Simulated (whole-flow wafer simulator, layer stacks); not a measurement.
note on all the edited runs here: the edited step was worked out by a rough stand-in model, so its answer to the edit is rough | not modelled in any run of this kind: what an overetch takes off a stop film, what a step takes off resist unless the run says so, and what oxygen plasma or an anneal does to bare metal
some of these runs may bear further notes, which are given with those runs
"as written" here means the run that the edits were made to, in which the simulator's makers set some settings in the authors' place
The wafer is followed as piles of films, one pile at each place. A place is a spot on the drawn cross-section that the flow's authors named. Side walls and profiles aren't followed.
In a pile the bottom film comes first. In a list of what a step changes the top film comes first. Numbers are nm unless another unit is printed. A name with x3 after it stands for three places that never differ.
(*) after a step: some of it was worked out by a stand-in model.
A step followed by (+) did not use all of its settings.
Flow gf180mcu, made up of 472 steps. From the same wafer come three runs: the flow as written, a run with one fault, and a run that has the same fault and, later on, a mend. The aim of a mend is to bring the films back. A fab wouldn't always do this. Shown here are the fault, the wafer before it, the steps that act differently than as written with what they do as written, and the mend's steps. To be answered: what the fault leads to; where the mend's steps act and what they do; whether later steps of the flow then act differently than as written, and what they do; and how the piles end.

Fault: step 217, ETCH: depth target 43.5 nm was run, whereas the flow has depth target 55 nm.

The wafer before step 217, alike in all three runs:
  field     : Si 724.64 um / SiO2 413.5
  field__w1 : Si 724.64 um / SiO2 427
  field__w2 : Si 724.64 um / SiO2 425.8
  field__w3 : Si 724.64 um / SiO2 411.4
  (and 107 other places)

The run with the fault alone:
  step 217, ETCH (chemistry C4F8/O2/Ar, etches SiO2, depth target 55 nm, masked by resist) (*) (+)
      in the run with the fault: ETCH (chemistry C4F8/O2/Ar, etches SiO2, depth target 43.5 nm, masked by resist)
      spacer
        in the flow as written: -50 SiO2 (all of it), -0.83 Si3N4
        in the run with the fault: -43.5 SiO2
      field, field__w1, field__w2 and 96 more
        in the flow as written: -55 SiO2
        in the run with the fault: -43.5 SiO2
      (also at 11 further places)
  Steps later in the flow that act otherwise than as written (not shown: 6 more steps that differ only slightly, by at most 2% or 0.5 nm, whichever is larger):
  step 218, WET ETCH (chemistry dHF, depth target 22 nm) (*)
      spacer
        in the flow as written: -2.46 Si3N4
        in the run with the fault: -6.5 SiO2 (all of it), -2.98 Si3N4
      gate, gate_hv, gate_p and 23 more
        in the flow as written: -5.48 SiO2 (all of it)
        in the run with the fault: -17 SiO2 (all of it)
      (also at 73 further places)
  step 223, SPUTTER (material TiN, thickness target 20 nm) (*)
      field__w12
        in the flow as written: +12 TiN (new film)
        in the run with the fault: +12.7 TiN (new film)
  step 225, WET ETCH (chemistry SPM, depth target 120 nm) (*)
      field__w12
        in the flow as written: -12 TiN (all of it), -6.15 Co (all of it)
        in the run with the fault: -12.7 TiN (all of it), -6.42 Co (all of it)
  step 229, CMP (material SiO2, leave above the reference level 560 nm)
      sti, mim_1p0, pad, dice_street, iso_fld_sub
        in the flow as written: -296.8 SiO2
        in the run with the fault: -302.9 SiO2
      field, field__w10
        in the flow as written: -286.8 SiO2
        in the run with the fault: -292.8 SiO2
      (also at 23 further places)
  When the end is reached, the piles differ only a little from the flow's at the places that both follow, at most by 2% or 0.5 nm, whichever is larger.

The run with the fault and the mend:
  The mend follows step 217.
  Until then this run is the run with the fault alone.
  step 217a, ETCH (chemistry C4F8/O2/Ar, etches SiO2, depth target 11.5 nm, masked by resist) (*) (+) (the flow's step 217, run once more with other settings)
      field, field__w1, field__w2 and 96 more
        -11.5 SiO2
      field__w5, field__w9, field__w13 and 8 more
        -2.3 resist
      spacer
        -6.5 SiO2 (all of it), -0.83 Si3N4
  None of the later steps of the flow acts differently than as written at any place that is followed.
  At every place that both follow, the piles at the end match the flow's.
